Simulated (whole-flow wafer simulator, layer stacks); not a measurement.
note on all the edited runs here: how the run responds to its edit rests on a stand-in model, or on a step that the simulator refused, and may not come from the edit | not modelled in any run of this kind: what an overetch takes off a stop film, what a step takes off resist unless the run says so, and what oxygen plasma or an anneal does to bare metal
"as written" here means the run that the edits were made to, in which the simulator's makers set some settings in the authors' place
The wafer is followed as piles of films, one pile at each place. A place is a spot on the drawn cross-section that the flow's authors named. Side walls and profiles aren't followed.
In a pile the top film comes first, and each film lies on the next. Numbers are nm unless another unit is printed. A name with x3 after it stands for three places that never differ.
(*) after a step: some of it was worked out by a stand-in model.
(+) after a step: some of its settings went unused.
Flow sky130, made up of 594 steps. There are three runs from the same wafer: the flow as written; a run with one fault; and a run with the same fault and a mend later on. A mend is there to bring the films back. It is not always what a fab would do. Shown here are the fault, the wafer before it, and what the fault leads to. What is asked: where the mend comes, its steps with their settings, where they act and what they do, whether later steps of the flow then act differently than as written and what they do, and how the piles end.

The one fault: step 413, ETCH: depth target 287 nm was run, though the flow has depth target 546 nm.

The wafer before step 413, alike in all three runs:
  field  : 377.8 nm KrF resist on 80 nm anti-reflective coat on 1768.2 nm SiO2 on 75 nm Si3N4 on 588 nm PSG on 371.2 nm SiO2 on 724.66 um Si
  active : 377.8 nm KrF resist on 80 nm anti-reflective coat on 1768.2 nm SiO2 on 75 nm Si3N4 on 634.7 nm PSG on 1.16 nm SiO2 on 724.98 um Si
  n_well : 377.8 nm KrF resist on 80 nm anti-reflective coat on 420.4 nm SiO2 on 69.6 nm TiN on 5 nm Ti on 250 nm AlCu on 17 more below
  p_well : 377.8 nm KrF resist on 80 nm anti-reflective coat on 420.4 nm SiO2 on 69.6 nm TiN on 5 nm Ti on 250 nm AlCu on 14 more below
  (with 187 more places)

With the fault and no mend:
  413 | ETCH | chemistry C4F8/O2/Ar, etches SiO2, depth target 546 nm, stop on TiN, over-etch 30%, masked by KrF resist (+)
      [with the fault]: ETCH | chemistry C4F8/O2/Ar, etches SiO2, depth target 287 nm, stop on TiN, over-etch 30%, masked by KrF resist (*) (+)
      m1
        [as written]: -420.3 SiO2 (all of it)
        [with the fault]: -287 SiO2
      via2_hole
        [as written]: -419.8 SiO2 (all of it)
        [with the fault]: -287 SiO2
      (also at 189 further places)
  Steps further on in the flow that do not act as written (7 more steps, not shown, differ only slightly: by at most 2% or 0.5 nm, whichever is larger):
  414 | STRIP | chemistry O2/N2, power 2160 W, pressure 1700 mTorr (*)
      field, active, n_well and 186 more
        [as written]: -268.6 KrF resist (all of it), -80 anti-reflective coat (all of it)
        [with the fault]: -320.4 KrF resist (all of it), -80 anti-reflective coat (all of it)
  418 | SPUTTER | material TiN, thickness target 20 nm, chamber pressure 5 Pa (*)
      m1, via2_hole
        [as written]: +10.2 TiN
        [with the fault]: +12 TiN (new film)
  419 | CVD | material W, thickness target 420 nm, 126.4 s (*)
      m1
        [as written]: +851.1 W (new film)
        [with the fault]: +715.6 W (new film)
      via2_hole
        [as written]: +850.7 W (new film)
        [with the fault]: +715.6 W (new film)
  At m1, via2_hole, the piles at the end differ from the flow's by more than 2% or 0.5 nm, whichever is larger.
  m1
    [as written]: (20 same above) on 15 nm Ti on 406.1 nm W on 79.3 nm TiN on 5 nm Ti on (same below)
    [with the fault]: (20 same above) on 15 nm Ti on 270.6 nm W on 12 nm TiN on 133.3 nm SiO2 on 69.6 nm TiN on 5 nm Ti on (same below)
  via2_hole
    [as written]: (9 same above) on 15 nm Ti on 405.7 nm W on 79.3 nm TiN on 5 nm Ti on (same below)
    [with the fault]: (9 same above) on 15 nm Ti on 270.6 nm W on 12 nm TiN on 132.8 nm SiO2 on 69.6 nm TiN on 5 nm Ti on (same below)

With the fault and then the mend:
  The mend follows step 413.
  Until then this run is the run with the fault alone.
  413a | ETCH | chemistry C4F8/O2/Ar, etches SiO2, depth target 259 nm, stop on TiN, over-etch 30%, masked by KrF resist (+) (a further turn of the flow's step 413, with different settings)
      field, active, n_well and 186 more
        -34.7 KrF resist
      m1
        -133.3 SiO2 (all of it)
      via2_hole
        -132.8 SiO2 (all of it)
  Steps further on in the flow that do not act as written:
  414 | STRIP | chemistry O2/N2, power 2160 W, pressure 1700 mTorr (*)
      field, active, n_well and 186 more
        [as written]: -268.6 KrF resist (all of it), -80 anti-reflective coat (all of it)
        [with the mend]: -285.8 KrF resist (all of it), -80 anti-reflective coat (all of it)
  By the end, the piles equal the flow's at every place that both follow.
